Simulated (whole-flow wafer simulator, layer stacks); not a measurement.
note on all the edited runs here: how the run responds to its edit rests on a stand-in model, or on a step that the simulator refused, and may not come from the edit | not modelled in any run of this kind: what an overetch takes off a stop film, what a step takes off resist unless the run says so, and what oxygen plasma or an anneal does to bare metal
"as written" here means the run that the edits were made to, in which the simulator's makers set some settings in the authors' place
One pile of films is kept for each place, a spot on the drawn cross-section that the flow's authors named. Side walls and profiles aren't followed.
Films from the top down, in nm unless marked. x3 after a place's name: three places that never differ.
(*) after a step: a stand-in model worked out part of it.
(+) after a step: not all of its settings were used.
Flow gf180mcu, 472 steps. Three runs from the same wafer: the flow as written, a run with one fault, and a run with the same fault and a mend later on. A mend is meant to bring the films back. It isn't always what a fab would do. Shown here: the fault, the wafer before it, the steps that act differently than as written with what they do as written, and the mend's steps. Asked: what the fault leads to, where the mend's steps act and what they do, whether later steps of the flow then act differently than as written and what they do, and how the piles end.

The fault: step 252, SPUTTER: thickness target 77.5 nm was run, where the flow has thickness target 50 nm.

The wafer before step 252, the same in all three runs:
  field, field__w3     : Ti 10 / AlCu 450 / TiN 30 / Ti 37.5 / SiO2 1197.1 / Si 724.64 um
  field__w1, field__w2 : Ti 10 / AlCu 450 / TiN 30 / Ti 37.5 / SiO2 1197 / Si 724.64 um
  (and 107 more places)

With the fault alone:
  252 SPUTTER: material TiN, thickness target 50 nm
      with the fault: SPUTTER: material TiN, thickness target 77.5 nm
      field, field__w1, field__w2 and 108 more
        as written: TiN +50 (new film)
        with the fault: TiN +77.5 (new film)
  Later steps of the flow that act differently than as written (3 more steps differ only slightly, by at most 2% or 0.5 nm, whichever is larger, and aren't shown):
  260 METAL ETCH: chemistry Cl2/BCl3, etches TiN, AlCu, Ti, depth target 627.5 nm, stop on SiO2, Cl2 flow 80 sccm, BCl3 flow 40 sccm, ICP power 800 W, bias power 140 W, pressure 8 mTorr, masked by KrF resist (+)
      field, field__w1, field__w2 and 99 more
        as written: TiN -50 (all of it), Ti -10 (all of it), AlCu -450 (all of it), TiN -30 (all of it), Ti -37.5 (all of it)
        with the fault: TiN -77.5 (all of it), Ti -10 (all of it), AlCu -450 (all of it), TiN -30 (all of it), Ti -37.5 (all of it)
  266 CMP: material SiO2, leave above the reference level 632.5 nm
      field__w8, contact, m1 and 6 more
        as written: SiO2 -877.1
        with the fault: SiO2 -904.6
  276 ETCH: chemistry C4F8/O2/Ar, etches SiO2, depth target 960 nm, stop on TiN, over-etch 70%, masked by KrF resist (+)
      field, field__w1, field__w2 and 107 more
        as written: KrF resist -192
        with the fault: KrF resist -185.3
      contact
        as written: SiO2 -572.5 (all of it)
        with the fault: SiO2 -545 (all of it)
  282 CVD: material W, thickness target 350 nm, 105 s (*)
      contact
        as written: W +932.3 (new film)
        with the fault: W +904.5 (new film)
  At the end the piles differ from the flow's by more than 2% or 0.5 nm, whichever is larger, at field__w8, contact, m1 and 6 more.
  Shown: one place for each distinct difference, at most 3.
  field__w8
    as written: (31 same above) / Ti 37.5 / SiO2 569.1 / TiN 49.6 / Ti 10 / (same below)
    with the fault: (31 same above) / Ti 37.5 / SiO2 541.6 / TiN 77.1 / Ti 10 / (same below)
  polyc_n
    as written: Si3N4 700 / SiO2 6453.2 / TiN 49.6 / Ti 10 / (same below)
    with the fault: Si3N4 700 / SiO2 6425.7 / TiN 77.1 / Ti 10 / (same below)
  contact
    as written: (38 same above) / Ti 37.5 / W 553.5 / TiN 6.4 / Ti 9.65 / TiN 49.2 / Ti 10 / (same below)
    with the fault: (38 same above) / Ti 37.5 / W 525.7 / TiN 6.51 / Ti 9.81 / TiN 76.7 / Ti 10 / (same below)

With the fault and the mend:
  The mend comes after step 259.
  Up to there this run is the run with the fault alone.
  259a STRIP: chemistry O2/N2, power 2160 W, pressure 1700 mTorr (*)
      field__w8, contact, m1 and 6 more
        KrF resist -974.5 (all of it)
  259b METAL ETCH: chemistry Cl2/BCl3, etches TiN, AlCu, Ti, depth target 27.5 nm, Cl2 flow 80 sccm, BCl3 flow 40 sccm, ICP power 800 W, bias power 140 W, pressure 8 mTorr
      field, field__w1, field__w2 and 108 more
        TiN -27.5
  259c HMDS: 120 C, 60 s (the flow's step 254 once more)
      changes no film at any place that is followed
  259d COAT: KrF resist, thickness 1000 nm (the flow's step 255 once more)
      field, field__w1, field__w2 and 108 more
        KrF resist +1000 (new film)
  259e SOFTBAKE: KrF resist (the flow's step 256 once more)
      changes no film at any place that is followed
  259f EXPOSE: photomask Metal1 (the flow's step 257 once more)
      changes no film at any place that is followed
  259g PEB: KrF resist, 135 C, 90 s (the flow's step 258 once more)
      field, field__w1, field__w2 and 108 more
        KrF resist -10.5
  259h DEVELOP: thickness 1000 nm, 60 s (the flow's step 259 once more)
      field, field__w1, field__w2 and 99 more
        KrF resist -989.5 (all of it)
      field__w8, contact, m1 and 6 more
        KrF resist -14.9
  No later step of the flow acts differently than as written at any place that is followed.
  At the end the piles are the same as the flow's at every place that both follow.
